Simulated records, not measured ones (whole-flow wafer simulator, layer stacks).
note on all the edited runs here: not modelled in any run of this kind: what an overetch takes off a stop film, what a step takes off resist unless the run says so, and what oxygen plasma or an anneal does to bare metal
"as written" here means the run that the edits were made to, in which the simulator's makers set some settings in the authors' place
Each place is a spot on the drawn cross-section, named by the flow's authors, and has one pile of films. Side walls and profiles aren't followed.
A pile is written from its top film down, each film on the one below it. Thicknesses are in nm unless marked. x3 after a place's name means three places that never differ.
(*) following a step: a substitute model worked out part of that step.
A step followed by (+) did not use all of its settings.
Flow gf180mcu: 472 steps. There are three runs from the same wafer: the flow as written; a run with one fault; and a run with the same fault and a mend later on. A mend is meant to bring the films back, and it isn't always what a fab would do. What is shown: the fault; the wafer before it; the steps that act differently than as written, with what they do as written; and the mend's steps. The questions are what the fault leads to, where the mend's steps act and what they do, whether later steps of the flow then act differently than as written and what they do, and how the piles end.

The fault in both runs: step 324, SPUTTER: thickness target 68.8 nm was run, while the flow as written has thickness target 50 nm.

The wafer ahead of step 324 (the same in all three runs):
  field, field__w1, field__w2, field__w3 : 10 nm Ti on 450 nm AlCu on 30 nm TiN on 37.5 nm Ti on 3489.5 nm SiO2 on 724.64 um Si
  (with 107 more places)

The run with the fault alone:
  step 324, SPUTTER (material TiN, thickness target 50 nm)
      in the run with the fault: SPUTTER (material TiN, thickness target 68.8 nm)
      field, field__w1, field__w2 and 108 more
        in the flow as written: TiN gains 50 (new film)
        in the run with the fault: TiN gains 68.8 (new film)
  Later steps of the flow acting differently than as written (3 more steps, not shown, differ only slightly: by at most 2% or 0.5 nm, whichever is larger):
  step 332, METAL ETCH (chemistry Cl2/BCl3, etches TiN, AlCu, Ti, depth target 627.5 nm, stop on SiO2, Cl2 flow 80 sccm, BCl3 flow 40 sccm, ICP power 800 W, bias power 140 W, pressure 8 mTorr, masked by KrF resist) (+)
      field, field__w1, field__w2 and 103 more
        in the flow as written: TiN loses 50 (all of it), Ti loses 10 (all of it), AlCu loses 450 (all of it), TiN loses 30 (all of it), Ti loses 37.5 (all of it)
        in the run with the fault: TiN loses 68.8 (all of it), Ti loses 10 (all of it), AlCu loses 450 (all of it), TiN loses 30 (all of it), Ti loses 37.5 (all of it)
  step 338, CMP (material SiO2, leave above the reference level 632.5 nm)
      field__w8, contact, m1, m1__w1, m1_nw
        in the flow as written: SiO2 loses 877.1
        in the run with the fault: SiO2 loses 895.9
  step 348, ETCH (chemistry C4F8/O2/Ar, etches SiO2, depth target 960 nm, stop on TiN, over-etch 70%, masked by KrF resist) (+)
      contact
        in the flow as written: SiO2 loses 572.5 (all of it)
        in the run with the fault: SiO2 loses 553.7 (all of it)
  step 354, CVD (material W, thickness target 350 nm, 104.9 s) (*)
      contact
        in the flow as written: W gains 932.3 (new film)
        in the run with the fault: W gains 913.3 (new film)
  The piles end different from the flow's at field__w8, contact, m1, m1__w1, m1_nw by more than 2% or 0.5 nm, whichever is larger.
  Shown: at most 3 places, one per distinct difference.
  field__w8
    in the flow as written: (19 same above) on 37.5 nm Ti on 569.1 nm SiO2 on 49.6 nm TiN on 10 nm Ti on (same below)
    in the run with the fault: (19 same above) on 37.5 nm Ti on 550.3 nm SiO2 on 68.4 nm TiN on 10 nm Ti on (same below)
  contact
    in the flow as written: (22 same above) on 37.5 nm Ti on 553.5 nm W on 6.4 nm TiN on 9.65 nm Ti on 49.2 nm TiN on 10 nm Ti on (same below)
    in the run with the fault: (22 same above) on 37.5 nm Ti on 534.5 nm W on 6.47 nm TiN on 9.76 nm Ti on 68 nm TiN on 10 nm Ti on (same below)

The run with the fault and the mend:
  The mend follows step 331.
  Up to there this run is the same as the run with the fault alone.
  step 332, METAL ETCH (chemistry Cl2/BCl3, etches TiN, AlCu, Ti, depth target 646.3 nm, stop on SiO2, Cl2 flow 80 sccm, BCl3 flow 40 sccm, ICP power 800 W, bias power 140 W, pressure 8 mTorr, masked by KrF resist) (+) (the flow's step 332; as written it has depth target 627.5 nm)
      field, field__w1, field__w2 and 103 more
        TiN loses 68.8 (all of it), Ti loses 10 (all of it), AlCu loses 450 (all of it), TiN loses 30 (all of it), Ti loses 37.5 (all of it)
      field__w8, contact, m1, m1__w1, m1_nw
        KrF resist loses 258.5
  Later steps of the flow acting differently than as written (4 more steps, not shown, differ only slightly: by at most 2% or 0.5 nm, whichever is larger):
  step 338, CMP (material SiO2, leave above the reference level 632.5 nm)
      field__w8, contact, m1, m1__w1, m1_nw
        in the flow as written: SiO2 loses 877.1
        in the run with the mend: SiO2 loses 895.9
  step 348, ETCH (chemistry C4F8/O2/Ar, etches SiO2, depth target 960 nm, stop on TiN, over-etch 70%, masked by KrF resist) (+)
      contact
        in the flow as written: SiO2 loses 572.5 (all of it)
        in the run with the mend: SiO2 loses 553.7 (all of it)
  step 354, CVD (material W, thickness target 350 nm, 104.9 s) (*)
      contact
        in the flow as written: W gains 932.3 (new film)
        in the run with the mend: W gains 913.3 (new film)
  The piles end different from the flow's at field__w8, contact, m1, m1__w1, m1_nw by more than 2% or 0.5 nm, whichever is larger.
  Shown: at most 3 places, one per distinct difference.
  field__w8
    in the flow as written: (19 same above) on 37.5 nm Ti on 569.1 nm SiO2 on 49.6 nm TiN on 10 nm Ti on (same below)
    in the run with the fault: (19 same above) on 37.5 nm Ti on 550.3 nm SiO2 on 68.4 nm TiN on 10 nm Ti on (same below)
    in the run with the mend: (19 same above) on 37.5 nm Ti on 550.3 nm SiO2 on 68.4 nm TiN on 10 nm Ti on (same below)
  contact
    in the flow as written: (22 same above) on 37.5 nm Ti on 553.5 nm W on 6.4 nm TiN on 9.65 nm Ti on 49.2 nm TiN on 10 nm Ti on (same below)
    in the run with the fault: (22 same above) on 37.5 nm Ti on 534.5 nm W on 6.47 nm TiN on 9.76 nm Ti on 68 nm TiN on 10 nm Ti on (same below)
    in the run with the mend: (22 same above) on 37.5 nm Ti on 534.5 nm W on 6.47 nm TiN on 9.76 nm Ti on 68 nm TiN on 10 nm Ti on (same below)
